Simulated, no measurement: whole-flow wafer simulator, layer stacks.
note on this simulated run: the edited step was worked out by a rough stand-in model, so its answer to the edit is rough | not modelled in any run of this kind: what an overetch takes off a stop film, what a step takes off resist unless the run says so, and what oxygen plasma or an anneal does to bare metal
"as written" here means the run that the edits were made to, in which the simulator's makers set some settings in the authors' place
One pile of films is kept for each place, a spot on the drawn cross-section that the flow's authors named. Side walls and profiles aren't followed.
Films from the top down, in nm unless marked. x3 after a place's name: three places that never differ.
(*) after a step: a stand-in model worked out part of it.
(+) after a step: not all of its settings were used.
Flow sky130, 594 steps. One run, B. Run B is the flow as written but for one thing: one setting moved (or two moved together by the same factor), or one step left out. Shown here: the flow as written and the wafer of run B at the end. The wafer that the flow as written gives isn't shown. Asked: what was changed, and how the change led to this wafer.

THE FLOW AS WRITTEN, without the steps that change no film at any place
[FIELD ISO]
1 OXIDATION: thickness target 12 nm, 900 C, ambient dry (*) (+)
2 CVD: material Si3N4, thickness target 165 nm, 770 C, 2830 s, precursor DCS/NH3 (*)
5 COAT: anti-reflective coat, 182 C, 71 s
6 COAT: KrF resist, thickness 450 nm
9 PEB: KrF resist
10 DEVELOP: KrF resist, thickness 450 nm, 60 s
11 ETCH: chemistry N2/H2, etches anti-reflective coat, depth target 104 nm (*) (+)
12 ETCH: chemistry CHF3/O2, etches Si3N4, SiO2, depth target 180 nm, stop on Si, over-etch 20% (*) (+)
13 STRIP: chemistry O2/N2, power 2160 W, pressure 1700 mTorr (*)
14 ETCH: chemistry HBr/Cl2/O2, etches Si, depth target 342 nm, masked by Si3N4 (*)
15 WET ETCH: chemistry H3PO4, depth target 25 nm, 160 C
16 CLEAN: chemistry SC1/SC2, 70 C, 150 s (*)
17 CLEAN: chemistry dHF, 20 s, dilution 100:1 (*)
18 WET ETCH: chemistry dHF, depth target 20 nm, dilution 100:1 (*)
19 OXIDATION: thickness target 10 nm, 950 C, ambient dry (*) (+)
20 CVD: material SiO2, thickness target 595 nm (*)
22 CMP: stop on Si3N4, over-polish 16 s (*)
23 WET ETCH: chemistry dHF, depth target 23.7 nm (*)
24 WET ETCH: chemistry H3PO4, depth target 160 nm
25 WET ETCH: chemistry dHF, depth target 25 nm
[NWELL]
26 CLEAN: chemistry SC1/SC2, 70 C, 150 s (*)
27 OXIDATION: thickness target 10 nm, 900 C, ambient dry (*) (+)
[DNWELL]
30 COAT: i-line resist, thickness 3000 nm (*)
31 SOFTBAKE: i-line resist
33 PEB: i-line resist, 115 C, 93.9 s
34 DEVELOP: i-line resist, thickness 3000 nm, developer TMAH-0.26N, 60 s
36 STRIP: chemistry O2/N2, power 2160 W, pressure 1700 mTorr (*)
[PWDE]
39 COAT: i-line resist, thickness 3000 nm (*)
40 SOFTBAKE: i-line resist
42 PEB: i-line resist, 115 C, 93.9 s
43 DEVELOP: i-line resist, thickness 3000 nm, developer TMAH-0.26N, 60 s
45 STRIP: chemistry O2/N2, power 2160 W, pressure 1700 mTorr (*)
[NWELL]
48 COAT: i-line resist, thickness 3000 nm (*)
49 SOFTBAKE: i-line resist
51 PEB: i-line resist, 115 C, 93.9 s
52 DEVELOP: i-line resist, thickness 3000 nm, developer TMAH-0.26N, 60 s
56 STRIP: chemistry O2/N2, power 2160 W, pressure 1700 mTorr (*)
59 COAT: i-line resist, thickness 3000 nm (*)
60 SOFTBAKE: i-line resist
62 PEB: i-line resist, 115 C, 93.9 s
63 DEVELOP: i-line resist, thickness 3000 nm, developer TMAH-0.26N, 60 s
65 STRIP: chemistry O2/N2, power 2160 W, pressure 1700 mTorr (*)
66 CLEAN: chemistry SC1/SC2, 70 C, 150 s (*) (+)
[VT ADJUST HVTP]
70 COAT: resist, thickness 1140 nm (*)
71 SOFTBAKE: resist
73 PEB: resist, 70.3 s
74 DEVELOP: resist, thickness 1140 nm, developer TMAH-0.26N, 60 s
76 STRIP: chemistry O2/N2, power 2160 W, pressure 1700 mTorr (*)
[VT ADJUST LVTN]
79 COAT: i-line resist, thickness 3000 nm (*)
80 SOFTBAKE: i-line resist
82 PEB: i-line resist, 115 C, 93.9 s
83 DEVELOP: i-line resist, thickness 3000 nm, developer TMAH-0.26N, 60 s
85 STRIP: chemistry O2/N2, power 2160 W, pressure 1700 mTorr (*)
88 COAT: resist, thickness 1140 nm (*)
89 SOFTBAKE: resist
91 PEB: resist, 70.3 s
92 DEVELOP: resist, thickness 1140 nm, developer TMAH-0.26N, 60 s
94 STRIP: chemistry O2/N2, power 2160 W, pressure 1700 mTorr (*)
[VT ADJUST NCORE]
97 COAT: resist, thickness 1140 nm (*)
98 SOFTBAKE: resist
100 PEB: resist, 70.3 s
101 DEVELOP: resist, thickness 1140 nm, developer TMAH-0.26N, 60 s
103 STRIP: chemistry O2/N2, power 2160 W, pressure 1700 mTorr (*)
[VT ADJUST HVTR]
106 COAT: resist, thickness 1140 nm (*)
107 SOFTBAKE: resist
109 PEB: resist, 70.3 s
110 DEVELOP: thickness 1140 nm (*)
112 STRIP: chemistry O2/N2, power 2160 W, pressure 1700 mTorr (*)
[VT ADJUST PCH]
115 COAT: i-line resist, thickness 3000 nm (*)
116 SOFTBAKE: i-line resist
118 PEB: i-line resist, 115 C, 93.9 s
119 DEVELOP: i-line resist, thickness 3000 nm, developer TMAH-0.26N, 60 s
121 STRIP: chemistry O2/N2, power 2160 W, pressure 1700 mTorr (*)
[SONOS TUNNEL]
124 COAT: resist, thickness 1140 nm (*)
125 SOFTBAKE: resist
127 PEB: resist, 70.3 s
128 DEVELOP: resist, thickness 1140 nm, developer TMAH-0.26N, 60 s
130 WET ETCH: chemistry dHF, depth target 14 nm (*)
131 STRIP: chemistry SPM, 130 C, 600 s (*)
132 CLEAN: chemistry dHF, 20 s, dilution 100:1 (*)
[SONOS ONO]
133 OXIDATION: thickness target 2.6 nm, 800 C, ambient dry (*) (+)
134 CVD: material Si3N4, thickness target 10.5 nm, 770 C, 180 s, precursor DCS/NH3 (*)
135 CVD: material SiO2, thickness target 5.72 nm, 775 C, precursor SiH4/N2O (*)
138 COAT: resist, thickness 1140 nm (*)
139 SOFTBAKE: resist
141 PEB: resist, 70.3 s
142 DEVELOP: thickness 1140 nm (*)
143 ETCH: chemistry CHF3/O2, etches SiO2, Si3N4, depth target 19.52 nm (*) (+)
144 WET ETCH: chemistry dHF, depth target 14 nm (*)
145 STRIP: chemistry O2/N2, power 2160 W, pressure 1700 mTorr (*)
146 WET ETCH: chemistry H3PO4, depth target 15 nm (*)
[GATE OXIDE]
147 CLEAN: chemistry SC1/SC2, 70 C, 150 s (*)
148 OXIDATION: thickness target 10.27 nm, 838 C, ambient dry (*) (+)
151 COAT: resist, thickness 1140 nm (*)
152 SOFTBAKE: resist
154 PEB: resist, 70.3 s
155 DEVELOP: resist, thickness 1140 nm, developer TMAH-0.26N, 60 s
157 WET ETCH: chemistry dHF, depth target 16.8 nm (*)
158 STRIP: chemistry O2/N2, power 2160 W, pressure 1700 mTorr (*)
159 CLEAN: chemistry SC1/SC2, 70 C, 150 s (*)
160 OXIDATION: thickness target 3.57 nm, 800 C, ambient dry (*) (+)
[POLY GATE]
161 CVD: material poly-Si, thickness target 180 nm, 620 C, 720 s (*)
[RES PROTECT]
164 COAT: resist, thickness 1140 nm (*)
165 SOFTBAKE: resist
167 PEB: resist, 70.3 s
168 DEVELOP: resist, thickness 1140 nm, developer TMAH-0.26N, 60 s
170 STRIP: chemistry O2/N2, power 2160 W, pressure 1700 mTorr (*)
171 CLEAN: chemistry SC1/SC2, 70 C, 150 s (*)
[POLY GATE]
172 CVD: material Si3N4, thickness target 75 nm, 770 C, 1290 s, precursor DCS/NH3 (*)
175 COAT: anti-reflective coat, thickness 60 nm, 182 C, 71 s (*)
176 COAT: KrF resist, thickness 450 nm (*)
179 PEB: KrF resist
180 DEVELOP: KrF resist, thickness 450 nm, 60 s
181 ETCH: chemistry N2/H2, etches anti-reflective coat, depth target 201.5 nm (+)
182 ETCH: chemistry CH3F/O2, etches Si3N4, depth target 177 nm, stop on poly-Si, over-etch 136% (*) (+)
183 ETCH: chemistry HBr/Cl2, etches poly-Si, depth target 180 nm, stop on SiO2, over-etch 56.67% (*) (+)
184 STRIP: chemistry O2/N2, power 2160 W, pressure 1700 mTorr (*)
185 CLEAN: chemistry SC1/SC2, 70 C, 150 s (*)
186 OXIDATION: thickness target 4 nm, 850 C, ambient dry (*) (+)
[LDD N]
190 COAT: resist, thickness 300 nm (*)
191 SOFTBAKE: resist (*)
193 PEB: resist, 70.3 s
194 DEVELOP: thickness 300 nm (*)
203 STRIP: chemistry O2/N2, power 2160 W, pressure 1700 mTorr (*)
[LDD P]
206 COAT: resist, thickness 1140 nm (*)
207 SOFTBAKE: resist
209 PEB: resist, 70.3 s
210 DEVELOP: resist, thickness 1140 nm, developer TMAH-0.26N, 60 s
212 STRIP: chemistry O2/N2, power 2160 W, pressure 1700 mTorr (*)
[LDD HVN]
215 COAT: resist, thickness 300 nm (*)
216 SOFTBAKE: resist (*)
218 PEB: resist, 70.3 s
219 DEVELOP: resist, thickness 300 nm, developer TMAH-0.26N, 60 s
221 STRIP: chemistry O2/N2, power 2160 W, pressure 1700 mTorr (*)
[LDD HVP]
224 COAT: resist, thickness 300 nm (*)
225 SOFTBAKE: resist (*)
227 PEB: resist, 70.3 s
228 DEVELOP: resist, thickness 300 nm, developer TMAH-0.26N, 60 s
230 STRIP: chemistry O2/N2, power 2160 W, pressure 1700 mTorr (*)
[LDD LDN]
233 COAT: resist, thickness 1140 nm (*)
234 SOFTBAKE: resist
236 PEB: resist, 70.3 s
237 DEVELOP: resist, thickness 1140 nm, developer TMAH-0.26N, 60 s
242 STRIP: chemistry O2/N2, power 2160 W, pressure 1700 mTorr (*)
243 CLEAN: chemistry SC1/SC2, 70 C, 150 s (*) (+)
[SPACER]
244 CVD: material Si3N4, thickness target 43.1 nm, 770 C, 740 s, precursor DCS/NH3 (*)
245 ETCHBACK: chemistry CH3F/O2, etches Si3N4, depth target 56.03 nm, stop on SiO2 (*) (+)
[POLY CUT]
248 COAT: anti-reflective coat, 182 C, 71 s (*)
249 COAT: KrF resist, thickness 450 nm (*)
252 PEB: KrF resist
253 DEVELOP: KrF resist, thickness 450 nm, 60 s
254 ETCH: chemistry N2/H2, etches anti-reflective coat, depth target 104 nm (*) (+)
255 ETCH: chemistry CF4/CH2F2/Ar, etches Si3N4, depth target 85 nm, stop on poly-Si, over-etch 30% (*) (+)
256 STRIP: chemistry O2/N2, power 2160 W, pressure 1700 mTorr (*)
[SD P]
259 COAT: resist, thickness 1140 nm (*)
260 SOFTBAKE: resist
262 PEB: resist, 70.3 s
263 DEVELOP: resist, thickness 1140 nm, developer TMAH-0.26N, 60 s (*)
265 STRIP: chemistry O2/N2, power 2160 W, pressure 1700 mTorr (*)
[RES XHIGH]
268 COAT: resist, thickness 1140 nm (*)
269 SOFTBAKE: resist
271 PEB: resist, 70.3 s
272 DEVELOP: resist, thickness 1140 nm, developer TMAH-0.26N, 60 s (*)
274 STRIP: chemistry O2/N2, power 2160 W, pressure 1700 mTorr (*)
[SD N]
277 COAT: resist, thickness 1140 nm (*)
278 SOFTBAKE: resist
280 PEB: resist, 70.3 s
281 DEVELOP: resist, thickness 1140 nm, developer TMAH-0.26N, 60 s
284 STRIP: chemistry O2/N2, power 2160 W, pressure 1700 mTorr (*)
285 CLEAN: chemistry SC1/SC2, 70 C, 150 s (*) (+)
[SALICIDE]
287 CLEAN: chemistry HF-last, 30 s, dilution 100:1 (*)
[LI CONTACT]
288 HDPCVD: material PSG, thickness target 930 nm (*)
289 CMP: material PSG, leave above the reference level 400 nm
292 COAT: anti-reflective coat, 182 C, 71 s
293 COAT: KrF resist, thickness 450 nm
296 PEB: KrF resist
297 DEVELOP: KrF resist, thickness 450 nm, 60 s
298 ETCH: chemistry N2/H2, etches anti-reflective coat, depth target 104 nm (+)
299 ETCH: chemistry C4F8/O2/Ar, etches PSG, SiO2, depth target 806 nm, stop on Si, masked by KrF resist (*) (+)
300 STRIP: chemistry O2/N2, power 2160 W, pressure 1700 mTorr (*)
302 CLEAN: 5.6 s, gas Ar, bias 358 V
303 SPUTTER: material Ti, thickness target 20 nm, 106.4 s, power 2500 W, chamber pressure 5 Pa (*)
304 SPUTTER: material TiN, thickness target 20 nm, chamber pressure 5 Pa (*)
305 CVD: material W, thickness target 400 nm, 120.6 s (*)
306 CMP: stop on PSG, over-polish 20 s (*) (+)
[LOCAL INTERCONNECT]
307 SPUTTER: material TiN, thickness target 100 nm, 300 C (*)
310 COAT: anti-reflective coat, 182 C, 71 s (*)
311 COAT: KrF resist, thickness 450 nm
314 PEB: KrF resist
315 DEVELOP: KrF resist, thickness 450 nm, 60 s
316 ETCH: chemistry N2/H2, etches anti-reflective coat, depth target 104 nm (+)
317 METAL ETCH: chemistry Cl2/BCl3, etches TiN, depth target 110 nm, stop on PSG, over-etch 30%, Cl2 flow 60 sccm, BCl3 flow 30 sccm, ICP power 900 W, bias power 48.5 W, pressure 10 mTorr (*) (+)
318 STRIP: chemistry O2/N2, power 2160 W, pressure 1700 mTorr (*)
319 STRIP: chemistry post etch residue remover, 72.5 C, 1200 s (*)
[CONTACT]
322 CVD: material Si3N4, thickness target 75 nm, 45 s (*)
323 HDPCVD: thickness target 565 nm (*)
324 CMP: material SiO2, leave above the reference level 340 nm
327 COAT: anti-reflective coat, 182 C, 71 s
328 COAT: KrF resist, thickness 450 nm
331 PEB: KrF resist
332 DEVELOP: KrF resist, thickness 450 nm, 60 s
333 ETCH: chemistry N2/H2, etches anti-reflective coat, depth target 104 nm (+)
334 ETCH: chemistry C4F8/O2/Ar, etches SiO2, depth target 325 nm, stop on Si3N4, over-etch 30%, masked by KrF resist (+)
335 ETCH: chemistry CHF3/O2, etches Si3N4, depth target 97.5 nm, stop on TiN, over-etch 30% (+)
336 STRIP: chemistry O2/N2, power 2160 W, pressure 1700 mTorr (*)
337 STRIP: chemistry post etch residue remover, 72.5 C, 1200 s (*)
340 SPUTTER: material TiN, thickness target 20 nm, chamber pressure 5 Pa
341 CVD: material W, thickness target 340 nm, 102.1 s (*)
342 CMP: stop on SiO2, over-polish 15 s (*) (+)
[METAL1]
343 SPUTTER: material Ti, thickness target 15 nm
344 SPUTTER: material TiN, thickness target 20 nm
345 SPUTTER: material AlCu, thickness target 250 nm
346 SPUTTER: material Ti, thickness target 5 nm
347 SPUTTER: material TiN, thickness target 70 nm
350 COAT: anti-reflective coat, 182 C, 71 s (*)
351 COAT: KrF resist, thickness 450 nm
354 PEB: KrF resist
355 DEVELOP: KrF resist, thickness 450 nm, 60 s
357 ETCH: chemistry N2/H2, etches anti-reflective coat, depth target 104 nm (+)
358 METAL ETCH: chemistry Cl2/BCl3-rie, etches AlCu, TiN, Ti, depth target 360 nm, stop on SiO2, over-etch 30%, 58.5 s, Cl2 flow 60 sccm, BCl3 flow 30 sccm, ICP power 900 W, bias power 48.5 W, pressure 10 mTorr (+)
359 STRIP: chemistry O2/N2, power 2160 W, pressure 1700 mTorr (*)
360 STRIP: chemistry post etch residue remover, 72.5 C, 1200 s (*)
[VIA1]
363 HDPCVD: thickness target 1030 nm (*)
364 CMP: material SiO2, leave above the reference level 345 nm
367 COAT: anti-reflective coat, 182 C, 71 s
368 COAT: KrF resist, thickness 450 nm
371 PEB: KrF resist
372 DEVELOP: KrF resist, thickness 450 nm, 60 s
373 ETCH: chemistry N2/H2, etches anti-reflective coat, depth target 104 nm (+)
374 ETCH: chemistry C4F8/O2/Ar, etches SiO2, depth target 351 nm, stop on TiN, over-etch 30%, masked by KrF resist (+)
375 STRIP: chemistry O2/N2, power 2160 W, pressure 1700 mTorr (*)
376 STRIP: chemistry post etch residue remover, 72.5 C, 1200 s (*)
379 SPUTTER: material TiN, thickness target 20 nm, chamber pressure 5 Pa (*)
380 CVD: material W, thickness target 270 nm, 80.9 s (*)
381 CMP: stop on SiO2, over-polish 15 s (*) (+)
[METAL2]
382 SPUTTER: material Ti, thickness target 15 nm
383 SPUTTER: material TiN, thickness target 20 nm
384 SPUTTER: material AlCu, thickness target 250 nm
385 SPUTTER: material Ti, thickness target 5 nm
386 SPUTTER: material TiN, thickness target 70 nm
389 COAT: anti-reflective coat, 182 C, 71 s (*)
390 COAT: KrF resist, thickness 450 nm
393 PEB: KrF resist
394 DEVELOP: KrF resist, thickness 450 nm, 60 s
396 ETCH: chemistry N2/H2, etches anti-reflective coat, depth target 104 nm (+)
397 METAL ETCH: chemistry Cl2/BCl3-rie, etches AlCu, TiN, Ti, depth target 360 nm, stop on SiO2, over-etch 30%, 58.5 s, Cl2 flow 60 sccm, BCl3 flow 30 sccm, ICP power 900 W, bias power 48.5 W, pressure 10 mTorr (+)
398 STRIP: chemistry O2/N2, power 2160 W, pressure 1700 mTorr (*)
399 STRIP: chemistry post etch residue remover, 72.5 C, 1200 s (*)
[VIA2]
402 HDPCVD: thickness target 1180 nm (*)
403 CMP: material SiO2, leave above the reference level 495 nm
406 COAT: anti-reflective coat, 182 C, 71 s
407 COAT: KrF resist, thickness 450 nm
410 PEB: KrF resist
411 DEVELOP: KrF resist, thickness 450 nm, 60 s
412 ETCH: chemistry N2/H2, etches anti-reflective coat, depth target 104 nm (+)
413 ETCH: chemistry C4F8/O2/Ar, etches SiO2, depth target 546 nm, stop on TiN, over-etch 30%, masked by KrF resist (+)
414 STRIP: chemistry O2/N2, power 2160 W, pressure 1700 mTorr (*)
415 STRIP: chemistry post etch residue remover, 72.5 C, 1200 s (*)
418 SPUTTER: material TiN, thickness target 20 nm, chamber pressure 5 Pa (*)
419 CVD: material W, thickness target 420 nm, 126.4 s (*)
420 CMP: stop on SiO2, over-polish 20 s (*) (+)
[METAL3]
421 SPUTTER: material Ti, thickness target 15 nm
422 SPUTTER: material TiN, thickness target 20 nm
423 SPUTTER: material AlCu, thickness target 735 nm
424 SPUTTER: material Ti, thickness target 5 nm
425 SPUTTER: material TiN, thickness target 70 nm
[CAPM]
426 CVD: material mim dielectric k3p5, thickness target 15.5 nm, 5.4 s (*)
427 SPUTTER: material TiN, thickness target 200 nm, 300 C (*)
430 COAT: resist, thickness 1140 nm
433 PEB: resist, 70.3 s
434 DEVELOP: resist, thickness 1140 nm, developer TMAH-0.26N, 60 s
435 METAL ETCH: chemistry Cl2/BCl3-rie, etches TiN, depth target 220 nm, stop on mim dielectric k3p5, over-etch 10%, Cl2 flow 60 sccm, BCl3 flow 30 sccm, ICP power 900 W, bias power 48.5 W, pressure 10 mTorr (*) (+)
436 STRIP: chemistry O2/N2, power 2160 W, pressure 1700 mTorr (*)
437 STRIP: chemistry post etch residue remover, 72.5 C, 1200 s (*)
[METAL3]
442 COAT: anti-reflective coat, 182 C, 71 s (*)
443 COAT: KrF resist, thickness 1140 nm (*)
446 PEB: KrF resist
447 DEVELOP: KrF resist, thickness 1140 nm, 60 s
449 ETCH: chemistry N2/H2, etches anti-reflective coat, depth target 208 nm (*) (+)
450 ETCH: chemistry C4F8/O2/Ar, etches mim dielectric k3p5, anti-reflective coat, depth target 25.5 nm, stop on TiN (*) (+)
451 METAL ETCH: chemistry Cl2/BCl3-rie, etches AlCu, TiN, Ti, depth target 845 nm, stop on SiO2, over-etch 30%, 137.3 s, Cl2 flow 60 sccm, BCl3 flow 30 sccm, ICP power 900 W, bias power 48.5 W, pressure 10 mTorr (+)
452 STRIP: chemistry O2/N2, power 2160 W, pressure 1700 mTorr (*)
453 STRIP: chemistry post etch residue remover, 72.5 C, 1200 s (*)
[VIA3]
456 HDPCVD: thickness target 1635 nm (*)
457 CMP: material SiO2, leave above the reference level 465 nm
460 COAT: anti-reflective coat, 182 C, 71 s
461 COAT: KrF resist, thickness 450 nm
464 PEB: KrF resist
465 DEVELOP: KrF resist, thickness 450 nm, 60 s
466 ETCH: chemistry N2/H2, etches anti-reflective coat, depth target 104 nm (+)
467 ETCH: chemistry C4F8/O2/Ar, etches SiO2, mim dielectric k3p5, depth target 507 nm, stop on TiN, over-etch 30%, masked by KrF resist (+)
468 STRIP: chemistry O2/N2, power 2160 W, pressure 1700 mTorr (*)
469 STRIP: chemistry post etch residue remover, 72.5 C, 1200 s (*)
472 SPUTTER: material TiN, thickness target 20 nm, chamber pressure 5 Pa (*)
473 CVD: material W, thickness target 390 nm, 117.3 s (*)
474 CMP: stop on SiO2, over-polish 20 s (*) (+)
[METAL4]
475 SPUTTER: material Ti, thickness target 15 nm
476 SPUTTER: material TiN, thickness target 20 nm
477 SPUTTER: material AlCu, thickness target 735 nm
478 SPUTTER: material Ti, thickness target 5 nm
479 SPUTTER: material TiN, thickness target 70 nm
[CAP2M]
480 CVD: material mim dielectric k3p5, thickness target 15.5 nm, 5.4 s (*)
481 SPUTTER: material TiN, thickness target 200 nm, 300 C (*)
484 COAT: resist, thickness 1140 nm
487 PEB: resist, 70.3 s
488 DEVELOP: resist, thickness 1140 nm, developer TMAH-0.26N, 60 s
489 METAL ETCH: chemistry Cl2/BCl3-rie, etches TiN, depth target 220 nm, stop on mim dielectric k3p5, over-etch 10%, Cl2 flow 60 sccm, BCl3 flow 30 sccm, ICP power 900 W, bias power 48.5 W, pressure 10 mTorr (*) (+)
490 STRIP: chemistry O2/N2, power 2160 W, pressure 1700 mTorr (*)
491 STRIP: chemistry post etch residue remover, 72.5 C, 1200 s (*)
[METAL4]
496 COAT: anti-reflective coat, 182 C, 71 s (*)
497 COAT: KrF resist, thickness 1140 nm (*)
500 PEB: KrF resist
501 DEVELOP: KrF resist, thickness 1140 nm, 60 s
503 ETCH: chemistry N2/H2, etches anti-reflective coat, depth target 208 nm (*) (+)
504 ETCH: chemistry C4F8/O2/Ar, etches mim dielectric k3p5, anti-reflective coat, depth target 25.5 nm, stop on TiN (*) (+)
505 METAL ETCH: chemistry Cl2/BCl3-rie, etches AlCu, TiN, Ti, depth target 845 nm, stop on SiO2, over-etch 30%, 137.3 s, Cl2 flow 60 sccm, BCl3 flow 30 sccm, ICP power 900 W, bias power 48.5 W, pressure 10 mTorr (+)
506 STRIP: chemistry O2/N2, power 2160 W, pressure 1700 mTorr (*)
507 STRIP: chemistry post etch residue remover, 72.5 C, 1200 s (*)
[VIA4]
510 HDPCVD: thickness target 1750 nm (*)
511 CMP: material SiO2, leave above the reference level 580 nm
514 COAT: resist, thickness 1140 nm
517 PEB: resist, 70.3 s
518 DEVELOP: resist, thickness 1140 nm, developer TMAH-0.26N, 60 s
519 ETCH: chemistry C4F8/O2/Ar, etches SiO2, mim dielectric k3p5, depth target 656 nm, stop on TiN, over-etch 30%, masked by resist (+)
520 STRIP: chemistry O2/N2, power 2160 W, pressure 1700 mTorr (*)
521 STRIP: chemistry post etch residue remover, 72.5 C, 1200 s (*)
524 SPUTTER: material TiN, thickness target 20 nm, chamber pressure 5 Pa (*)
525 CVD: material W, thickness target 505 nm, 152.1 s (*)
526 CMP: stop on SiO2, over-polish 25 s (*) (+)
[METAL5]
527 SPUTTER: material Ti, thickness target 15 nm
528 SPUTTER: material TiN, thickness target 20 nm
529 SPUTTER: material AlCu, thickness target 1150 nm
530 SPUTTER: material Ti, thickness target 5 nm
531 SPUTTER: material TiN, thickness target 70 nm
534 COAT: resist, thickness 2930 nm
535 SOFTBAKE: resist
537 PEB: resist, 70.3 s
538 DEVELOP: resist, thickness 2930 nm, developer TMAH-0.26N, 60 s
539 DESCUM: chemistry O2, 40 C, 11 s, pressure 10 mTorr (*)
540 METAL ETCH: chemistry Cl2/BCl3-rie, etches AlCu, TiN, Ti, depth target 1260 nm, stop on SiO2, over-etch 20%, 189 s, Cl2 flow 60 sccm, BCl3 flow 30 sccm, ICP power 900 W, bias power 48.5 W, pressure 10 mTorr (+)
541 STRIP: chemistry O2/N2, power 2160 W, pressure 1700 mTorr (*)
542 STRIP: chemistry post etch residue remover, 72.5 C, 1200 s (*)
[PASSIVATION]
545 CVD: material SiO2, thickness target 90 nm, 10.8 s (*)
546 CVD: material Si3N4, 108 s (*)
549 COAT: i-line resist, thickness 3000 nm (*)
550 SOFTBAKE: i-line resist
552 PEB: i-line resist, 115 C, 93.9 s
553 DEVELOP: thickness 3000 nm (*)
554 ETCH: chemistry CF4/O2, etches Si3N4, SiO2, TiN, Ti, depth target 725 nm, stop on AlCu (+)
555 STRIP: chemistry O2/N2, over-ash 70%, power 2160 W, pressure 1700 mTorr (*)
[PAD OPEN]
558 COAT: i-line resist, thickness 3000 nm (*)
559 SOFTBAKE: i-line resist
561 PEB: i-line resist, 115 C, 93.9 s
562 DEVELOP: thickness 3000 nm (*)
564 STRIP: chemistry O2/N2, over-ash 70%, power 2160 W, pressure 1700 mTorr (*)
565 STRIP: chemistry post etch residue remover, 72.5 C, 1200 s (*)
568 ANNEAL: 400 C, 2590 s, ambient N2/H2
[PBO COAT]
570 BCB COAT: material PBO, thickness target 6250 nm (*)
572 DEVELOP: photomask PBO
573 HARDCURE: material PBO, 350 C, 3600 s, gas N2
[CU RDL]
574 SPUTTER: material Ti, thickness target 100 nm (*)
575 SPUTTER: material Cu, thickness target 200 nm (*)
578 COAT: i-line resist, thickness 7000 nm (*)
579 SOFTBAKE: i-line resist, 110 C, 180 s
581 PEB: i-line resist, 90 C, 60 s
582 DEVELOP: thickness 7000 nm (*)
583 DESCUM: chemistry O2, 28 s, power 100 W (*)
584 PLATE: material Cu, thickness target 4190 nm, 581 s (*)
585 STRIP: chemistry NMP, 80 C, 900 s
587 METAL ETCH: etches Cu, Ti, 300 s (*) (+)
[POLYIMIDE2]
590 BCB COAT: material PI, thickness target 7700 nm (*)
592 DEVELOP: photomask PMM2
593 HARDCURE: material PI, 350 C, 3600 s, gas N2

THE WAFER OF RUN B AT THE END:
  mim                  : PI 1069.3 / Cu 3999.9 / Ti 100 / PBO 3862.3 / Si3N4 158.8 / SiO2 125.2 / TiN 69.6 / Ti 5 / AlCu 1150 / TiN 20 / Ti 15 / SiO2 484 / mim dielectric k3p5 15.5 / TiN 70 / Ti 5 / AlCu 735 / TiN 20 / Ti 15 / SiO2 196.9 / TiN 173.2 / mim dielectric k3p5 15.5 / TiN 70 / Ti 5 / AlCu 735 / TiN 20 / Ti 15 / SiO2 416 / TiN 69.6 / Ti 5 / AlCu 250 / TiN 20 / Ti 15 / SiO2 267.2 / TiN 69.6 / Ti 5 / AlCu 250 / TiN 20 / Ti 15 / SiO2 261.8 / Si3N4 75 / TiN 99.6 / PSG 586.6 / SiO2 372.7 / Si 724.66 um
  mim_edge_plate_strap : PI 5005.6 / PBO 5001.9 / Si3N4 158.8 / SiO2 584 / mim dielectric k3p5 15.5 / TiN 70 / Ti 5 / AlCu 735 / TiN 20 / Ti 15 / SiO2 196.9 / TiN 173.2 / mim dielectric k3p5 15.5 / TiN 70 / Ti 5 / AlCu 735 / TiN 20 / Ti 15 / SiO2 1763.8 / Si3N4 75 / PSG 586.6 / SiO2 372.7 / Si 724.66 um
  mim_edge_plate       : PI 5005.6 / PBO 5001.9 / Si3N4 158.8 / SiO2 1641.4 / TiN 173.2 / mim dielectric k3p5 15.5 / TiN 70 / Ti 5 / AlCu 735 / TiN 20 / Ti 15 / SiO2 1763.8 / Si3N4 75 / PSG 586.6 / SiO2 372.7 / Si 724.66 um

The cause: step 427, SPUTTER: thickness target 174 nm was run, where the flow has thickness target 200 nm.

How the change led to this, step by step:
  427 SPUTTER: material TiN, thickness target 200 nm, 300 C (*)
      field, active, n_well and 188 more: TiN +174 (new film) (as written it would be: TiN +200 (new film))
  435 METAL ETCH: chemistry Cl2/BCl3-rie, etches TiN, depth target 220 nm, stop on mim dielectric k3p5, over-etch 10%, Cl2 flow 60 sccm, BCl3 flow 30 sccm, ICP power 900 W, bias power 48.5 W, pressure 10 mTorr (*) (+)
      field, active, n_well and 185 more: TiN -174 (all of it) (as written it would be: TiN -200 (all of it))
      mim, mim_edge_plate_strap, mim_edge_plate: resist -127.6 (as written it would be: resist -146.7)
  442 COAT: anti-reflective coat, 182 C, 71 s (*)
      rpm_encl, rpm_encl_psd, rpm_encl_urpm: anti-reflective coat +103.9 (new film) (as written it would be: anti-reflective coat +101.2 (new film))
      poly_licon, rpo_hd_licon: anti-reflective coat +64.6 (new film) (as written it would be: anti-reflective coat +57.6 (new film))
      (and at 5 more places)
  443 COAT: KrF resist, thickness 1140 nm (*)
      mim_edge_plate_strap, mim_edge_plate: KrF resist +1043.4 (new film) (as written it would be: KrF resist +1017.4 (new film))
      mim: KrF resist +1049.4 (new film) (as written it would be: KrF resist +1025.5 (new film))
  449 ETCH: chemistry N2/H2, etches anti-reflective coat, depth target 208 nm (*) (+)
      rpm_encl, rpm_encl_psd, rpm_encl_urpm: anti-reflective coat -103.9 (all of it) (as written it would be: anti-reflective coat -101.2 (all of it))
      poly_licon, rpo_hd_licon: anti-reflective coat -64.6 (all of it) (as written it would be: anti-reflective coat -57.6 (all of it))
      (and at 3 more places)
  452 STRIP: chemistry O2/N2, power 2160 W, pressure 1700 mTorr (*)
      mim_edge_plate_strap, mim_edge_plate: KrF resist -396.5 (all of it), anti-reflective coat -3 (all of it) (as written it would be: KrF resist -370.5 (all of it), anti-reflective coat -3 (all of it))
      mim: KrF resist -402.5 (all of it), anti-reflective coat -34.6 (all of it) (as written it would be: KrF resist -378.7 (all of it), anti-reflective coat -40.4 (all of it))
      (and at 1 more place)
